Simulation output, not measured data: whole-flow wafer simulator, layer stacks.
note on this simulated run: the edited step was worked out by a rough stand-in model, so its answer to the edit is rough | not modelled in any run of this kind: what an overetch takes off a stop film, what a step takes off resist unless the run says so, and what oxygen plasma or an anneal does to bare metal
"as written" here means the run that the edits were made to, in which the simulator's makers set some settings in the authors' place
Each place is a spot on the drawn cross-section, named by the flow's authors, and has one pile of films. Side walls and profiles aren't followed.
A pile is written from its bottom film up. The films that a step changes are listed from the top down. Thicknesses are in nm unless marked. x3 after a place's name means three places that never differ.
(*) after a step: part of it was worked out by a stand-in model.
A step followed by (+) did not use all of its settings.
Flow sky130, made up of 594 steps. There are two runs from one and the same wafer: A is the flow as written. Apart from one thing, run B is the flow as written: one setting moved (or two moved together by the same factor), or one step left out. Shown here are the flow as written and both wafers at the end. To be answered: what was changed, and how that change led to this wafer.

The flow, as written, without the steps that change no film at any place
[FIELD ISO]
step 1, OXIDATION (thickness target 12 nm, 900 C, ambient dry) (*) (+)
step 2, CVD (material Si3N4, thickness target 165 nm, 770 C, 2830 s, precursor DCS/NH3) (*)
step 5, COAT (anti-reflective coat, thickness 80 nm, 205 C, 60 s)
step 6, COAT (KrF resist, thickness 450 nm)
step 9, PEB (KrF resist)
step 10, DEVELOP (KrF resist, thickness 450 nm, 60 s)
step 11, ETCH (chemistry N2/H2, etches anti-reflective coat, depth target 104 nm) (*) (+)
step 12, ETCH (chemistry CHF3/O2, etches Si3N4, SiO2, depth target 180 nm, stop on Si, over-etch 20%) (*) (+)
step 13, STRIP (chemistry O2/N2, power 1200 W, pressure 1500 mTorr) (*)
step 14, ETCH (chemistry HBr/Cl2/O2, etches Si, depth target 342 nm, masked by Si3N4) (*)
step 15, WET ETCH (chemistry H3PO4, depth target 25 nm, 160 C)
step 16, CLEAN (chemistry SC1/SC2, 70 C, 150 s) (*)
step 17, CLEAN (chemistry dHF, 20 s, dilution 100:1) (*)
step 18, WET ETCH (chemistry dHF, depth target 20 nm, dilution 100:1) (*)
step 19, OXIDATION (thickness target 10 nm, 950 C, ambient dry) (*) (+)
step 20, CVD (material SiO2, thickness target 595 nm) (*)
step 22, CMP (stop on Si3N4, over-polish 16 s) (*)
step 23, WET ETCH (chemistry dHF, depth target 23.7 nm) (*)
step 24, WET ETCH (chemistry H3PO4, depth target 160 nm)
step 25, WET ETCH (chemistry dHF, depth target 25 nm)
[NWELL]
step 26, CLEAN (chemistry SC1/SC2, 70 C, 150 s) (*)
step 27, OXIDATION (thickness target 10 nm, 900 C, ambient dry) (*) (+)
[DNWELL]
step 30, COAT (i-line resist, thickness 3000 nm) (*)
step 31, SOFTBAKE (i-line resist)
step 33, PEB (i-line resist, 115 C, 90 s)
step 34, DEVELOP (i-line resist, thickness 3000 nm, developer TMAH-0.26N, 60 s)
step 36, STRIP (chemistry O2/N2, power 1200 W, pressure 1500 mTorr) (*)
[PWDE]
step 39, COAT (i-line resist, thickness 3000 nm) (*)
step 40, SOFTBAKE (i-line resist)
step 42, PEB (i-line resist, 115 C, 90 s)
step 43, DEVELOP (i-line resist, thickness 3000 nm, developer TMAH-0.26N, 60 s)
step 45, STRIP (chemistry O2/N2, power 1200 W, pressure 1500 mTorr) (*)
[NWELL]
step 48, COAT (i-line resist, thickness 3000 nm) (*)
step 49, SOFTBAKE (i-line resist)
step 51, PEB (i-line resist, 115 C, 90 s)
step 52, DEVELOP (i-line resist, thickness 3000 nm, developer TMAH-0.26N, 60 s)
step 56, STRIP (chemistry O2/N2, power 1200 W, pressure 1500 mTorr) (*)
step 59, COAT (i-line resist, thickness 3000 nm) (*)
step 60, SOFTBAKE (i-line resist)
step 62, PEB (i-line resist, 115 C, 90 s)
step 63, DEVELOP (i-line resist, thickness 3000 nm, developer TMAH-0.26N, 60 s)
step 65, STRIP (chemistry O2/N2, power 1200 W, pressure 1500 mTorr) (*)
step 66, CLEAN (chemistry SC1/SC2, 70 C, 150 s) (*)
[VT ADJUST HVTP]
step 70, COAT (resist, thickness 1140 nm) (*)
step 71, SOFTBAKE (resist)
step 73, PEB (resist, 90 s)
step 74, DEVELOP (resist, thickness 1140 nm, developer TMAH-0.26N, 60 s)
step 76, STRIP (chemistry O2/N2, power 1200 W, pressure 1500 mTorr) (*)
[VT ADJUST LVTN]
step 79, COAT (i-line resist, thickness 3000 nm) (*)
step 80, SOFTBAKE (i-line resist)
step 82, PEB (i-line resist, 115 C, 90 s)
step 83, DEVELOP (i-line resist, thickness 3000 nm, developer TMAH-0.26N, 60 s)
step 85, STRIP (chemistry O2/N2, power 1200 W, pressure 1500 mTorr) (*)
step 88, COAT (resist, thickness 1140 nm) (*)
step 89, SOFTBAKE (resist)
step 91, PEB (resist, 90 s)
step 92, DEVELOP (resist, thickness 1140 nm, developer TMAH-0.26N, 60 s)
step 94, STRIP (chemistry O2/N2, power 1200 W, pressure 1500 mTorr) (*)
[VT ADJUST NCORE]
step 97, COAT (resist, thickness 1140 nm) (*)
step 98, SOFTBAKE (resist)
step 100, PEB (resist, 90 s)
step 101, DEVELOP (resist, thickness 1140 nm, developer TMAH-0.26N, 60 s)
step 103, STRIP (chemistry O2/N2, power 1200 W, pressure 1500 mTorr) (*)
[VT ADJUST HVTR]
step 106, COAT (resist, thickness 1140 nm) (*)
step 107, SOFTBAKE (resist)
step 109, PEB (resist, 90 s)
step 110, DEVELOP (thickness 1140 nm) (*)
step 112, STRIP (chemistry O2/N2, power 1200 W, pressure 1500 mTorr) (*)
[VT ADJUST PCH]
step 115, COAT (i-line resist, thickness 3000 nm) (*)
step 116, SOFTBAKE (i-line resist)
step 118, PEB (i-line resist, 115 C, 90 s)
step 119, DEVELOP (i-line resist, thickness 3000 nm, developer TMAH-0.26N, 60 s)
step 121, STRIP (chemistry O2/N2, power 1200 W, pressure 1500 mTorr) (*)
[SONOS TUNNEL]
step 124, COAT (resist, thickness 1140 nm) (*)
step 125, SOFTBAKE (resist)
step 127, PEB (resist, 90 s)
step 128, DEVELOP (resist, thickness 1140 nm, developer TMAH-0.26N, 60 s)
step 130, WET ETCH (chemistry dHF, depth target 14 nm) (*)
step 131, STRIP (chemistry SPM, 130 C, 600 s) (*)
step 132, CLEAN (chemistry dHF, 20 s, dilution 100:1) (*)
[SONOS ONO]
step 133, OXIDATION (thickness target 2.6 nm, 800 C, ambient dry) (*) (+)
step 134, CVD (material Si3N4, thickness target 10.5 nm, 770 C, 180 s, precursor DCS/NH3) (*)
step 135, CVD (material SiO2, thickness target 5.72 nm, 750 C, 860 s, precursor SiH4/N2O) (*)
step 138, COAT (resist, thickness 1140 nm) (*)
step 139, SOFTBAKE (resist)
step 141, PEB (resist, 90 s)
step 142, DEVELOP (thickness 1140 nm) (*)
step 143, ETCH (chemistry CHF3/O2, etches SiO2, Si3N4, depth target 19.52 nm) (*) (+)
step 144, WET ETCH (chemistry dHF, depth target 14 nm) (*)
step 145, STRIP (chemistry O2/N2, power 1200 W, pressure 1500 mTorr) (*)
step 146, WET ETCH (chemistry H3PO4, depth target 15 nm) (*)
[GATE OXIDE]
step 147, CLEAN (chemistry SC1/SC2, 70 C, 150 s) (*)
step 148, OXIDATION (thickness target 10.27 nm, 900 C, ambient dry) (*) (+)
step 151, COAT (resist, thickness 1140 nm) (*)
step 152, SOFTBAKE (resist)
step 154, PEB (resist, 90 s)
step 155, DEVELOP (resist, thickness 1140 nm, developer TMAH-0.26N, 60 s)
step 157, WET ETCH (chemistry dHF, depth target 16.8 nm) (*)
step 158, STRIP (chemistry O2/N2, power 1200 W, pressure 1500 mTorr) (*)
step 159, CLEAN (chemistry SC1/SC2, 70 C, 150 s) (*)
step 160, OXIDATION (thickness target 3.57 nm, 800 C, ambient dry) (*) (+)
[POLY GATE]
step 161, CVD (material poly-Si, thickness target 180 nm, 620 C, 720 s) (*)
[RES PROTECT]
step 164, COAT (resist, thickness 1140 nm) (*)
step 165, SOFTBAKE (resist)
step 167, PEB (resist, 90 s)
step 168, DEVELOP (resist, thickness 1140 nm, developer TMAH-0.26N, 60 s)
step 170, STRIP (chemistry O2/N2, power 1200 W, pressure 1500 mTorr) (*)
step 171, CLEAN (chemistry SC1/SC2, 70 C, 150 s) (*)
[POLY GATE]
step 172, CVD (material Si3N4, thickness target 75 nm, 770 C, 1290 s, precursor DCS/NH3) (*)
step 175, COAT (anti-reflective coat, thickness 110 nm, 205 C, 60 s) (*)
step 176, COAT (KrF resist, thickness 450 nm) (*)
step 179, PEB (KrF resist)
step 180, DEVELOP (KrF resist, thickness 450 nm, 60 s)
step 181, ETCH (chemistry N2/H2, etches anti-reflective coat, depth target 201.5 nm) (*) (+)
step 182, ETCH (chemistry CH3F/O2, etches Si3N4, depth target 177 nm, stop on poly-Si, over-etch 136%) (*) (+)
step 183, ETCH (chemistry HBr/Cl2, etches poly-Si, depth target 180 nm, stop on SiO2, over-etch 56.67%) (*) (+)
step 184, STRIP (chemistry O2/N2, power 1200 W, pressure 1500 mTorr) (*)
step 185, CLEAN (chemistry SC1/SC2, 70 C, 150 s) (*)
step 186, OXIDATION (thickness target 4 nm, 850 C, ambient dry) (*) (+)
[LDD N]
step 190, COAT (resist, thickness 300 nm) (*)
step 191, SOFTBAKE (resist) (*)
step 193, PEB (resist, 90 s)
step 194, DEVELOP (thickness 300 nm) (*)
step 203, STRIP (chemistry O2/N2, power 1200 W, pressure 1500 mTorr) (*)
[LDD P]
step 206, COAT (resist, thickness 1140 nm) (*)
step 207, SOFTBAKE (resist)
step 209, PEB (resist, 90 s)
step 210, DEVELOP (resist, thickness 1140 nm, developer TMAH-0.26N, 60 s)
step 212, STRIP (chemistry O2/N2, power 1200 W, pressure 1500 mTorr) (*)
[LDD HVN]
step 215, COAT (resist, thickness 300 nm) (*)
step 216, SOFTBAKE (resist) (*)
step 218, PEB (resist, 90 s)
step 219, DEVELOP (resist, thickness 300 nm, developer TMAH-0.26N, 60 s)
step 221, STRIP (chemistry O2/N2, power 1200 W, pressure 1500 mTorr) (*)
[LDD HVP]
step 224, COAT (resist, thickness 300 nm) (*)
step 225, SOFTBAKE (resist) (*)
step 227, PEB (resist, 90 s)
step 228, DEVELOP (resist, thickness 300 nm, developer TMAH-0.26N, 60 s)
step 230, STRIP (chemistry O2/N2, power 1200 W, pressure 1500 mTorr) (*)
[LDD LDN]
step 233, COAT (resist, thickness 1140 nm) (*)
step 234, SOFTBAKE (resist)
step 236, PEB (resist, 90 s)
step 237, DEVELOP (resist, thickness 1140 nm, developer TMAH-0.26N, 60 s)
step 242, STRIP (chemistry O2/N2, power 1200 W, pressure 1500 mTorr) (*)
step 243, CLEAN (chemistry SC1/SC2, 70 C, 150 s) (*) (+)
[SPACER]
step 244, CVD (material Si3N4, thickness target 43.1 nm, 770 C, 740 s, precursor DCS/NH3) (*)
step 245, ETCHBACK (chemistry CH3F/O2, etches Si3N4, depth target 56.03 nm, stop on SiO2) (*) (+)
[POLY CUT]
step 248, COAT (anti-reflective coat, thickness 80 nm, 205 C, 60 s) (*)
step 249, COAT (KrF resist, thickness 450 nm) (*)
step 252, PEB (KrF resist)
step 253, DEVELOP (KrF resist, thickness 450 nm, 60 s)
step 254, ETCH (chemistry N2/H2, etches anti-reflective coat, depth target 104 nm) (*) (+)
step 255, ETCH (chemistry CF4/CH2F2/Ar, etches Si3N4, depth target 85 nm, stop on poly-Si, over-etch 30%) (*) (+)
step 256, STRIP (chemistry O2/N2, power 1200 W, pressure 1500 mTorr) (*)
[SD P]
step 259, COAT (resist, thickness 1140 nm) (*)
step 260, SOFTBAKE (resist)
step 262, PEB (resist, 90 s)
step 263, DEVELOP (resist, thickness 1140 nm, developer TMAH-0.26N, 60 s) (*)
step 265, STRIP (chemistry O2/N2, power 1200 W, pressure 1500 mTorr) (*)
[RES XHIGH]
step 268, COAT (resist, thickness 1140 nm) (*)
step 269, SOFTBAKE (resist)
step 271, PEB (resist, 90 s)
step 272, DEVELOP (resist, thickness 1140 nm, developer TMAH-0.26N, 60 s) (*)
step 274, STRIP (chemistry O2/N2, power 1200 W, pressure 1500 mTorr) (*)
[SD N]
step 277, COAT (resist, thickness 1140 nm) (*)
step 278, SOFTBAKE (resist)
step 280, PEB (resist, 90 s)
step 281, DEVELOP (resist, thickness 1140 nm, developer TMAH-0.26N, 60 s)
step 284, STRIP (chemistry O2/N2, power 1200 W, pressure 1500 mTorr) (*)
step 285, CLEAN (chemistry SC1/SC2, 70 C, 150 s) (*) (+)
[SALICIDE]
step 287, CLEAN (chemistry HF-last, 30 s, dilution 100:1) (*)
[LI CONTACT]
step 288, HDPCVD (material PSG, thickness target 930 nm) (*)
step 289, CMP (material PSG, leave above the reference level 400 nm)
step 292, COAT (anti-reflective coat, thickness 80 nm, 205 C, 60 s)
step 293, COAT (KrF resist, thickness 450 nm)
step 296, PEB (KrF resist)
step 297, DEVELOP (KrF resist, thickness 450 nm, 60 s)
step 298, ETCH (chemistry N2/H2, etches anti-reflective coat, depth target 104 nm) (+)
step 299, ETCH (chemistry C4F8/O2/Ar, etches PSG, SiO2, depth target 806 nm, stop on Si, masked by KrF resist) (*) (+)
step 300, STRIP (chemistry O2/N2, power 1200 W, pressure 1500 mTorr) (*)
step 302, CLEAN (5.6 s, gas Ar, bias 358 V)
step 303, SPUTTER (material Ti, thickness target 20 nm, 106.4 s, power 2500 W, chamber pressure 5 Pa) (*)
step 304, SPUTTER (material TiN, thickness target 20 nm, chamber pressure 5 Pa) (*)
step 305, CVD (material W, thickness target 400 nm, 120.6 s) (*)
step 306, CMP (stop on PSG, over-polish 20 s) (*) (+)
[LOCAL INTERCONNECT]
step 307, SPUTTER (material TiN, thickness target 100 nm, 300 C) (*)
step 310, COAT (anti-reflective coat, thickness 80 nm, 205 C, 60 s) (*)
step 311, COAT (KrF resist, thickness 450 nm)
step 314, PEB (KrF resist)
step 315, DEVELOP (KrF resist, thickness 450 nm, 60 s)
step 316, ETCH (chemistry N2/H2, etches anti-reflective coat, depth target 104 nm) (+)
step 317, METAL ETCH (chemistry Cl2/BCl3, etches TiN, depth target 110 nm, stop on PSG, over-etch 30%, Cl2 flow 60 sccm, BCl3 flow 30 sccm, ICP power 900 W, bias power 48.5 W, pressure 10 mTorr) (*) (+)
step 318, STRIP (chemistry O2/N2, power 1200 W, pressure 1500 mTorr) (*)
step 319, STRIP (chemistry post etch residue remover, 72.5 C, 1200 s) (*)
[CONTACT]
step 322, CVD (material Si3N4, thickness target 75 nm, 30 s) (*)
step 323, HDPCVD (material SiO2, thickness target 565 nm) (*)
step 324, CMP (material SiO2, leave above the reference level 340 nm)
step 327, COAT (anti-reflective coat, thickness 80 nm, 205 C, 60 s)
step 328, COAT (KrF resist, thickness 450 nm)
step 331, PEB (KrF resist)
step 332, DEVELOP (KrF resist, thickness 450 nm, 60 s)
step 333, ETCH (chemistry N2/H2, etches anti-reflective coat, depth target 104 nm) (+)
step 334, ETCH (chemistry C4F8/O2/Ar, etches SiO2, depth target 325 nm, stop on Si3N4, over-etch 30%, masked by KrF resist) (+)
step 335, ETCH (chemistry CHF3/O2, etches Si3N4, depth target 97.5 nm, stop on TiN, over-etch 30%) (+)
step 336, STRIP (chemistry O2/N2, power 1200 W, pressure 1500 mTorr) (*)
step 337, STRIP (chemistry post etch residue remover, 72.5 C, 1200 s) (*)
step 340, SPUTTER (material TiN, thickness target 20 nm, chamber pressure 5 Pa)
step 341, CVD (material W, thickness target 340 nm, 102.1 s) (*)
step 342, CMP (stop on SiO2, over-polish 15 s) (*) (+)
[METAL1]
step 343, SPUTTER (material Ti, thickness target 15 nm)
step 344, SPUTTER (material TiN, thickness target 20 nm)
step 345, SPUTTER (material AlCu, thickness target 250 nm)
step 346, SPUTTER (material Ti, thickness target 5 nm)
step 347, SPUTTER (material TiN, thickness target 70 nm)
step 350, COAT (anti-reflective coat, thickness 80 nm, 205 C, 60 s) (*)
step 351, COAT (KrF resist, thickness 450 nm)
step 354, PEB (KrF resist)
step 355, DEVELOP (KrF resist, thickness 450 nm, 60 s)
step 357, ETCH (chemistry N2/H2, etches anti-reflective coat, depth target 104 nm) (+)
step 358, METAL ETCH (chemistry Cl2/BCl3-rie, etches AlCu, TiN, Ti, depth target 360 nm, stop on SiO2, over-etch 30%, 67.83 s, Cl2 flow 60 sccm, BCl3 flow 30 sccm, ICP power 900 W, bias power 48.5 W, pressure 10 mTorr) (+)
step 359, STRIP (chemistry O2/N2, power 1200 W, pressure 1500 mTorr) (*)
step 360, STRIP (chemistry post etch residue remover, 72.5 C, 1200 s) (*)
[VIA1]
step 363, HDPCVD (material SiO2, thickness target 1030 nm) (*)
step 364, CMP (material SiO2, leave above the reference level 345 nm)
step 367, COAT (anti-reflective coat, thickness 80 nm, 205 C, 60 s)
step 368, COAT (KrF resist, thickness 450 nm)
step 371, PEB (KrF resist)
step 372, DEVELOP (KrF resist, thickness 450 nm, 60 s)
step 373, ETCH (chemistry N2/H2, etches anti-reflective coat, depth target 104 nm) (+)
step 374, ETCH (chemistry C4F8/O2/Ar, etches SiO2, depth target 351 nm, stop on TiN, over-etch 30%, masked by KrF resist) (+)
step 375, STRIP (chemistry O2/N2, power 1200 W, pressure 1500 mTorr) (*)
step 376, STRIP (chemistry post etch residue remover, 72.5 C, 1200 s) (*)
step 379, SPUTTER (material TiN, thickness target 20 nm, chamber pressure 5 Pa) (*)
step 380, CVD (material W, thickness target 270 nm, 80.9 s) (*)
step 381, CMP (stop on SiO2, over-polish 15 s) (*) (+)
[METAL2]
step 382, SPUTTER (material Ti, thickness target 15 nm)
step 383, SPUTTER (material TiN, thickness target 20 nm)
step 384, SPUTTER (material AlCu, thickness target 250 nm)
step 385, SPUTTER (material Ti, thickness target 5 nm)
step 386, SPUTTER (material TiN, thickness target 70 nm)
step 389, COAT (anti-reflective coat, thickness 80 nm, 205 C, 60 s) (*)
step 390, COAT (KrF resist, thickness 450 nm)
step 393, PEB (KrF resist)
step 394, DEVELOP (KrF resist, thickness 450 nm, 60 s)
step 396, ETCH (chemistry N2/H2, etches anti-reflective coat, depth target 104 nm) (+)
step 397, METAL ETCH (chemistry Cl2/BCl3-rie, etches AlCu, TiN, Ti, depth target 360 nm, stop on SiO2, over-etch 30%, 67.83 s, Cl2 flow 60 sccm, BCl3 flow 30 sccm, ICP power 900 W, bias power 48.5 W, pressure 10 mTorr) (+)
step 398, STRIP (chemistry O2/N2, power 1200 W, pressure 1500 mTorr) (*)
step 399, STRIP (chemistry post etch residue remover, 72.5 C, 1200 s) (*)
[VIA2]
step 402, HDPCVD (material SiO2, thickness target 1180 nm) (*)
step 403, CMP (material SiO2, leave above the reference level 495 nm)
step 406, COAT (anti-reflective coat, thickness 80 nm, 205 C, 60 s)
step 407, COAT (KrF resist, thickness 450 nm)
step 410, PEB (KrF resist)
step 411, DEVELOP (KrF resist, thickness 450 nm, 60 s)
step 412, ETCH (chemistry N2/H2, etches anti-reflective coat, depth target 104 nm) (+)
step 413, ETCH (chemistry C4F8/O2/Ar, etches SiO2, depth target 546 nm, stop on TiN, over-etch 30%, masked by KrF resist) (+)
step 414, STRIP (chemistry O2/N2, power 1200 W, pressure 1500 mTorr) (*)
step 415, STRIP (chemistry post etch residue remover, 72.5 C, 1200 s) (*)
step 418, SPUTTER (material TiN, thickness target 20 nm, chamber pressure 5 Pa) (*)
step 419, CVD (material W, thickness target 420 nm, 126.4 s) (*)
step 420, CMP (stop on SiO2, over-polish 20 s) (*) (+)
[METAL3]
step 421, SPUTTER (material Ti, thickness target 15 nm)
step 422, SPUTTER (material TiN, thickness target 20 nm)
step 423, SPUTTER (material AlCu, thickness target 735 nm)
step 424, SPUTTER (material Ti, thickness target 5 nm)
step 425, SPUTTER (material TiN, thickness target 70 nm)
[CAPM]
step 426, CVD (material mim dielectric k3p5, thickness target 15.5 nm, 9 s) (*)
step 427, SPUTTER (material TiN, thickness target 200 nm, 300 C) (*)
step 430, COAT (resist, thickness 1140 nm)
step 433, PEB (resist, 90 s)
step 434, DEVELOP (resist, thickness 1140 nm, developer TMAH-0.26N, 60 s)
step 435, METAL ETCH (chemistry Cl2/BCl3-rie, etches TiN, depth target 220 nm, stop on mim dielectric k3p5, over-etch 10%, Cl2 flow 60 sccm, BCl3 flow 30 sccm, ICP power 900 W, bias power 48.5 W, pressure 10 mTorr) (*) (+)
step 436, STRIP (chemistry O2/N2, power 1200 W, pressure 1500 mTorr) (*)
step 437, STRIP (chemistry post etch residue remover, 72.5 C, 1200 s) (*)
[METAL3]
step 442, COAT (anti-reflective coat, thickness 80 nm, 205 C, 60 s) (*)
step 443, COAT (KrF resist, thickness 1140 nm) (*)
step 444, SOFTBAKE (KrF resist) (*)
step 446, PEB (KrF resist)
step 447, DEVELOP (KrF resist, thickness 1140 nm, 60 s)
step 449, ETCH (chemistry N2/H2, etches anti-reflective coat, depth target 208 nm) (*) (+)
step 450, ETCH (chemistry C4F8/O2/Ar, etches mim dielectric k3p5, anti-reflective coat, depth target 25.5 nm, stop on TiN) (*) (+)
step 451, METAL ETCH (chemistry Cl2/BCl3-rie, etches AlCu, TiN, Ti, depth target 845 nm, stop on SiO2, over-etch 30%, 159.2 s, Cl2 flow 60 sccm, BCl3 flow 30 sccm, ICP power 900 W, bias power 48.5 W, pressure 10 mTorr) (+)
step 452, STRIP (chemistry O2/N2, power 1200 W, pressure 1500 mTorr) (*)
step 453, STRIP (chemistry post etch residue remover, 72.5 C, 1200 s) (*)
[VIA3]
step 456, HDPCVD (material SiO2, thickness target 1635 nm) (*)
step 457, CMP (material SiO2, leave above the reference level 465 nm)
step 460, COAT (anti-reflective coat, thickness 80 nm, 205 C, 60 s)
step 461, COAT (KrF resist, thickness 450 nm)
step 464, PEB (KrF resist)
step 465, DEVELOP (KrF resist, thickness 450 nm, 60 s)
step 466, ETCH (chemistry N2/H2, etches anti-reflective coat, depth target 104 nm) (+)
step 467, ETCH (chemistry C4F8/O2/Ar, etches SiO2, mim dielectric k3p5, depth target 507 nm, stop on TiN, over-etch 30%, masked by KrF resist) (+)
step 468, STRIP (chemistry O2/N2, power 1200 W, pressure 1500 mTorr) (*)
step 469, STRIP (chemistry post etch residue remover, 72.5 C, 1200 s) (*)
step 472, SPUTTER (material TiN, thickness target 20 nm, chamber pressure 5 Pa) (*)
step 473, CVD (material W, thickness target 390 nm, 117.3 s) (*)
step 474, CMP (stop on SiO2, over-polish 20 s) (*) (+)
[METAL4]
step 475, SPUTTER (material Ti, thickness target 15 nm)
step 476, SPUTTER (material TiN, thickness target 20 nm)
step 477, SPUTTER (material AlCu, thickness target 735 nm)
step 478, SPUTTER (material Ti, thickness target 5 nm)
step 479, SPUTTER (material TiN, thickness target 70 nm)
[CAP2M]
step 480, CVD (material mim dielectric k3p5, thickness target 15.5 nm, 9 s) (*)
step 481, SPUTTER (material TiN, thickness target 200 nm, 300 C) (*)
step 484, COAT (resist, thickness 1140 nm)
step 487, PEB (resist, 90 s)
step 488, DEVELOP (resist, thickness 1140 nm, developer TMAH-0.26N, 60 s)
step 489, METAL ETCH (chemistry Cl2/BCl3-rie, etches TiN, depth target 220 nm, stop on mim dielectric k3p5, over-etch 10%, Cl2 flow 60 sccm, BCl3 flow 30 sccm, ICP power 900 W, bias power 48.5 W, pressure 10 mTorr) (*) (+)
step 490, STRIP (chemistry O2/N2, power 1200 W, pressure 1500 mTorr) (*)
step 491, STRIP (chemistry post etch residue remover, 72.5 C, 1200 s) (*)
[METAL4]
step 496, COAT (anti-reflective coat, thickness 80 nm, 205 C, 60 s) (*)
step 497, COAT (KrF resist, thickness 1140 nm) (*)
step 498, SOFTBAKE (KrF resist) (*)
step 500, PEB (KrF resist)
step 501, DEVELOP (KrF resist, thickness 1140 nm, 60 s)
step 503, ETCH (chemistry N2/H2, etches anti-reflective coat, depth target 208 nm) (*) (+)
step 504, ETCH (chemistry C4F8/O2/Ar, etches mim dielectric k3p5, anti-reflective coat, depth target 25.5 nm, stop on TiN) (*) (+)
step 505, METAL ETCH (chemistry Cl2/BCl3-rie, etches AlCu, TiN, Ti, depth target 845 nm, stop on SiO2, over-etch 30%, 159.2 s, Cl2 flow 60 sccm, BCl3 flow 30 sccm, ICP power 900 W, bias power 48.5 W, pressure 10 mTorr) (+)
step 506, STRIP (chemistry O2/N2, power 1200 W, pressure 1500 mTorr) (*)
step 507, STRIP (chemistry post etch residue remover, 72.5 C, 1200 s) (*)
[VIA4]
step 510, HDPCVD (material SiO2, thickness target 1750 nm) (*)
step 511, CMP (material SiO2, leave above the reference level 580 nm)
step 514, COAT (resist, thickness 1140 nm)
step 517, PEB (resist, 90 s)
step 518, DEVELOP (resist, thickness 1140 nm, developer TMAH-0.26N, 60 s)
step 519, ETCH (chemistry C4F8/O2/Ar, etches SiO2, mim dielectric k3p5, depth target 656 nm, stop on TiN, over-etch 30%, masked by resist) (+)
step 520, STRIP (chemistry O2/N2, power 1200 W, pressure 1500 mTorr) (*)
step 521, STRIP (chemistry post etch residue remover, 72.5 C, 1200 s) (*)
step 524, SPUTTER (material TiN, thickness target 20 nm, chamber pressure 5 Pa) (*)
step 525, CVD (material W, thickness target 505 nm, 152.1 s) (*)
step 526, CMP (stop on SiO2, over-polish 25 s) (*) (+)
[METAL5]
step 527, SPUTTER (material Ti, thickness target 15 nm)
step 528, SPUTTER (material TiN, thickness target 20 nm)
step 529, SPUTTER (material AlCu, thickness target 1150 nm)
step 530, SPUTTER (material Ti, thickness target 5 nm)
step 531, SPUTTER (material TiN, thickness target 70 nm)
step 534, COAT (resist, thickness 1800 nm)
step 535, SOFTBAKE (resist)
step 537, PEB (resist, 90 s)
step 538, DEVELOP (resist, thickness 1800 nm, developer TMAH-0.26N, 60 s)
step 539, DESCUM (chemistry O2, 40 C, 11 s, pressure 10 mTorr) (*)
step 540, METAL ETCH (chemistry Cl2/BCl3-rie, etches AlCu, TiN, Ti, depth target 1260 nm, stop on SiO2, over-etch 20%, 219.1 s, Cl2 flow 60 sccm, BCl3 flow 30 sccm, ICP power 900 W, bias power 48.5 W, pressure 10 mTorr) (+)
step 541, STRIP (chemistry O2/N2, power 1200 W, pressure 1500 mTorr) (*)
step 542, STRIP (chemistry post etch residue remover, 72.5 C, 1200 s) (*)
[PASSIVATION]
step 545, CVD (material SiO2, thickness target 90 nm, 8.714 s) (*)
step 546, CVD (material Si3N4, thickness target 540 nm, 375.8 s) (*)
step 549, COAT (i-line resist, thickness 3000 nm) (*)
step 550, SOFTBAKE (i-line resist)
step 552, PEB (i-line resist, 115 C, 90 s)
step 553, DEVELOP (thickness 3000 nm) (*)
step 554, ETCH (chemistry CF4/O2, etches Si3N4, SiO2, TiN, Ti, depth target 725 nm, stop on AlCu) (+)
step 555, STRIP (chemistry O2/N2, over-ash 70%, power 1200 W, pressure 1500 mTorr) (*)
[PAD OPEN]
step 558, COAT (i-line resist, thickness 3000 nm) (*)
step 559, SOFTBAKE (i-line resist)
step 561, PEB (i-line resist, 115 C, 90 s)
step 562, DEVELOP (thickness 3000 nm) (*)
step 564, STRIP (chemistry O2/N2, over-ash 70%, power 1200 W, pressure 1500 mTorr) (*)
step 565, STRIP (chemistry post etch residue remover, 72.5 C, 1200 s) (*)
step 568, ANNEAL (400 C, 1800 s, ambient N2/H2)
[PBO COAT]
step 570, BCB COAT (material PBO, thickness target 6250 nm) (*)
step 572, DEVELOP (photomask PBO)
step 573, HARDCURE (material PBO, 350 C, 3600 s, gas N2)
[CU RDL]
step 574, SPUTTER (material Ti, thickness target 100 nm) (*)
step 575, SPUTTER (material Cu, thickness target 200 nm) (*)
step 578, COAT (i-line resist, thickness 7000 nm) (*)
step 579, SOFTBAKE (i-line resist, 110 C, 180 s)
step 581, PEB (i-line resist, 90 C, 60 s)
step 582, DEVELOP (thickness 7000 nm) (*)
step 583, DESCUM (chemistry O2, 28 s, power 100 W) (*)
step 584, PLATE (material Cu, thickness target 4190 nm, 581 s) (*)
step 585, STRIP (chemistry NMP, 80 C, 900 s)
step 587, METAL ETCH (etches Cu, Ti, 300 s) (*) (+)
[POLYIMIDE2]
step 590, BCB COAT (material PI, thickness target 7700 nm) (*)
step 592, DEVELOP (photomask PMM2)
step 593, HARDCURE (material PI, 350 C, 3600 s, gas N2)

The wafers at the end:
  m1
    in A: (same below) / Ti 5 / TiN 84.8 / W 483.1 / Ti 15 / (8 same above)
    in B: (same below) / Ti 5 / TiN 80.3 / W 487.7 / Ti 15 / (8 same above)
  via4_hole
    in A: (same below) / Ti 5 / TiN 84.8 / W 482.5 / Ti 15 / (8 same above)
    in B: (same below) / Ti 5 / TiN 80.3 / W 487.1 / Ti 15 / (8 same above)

What caused this: step 524, SPUTTER: thickness target 14 nm was run, though the flow has thickness target 20 nm.

Step by step, how the change led to this:
  step 524, SPUTTER (material TiN, thickness target 20 nm, chamber pressure 5 Pa) (*)
      field, active, n_well and 188 more: A TiN gains 20 (new film) | B TiN gains 14 (new film)
      m1, via4_hole: A TiN gains 15.3 | B TiN gains 10.7
  step 526, CMP (stop on SiO2, over-polish 25 s) (*) (+)
      field, active, n_well and 188 more: A W loses 505 (all of it), TiN loses 20 (all of it), SiO2 loses 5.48 | B W loses 505 (all of it), TiN loses 14 (all of it), SiO2 loses 5.48
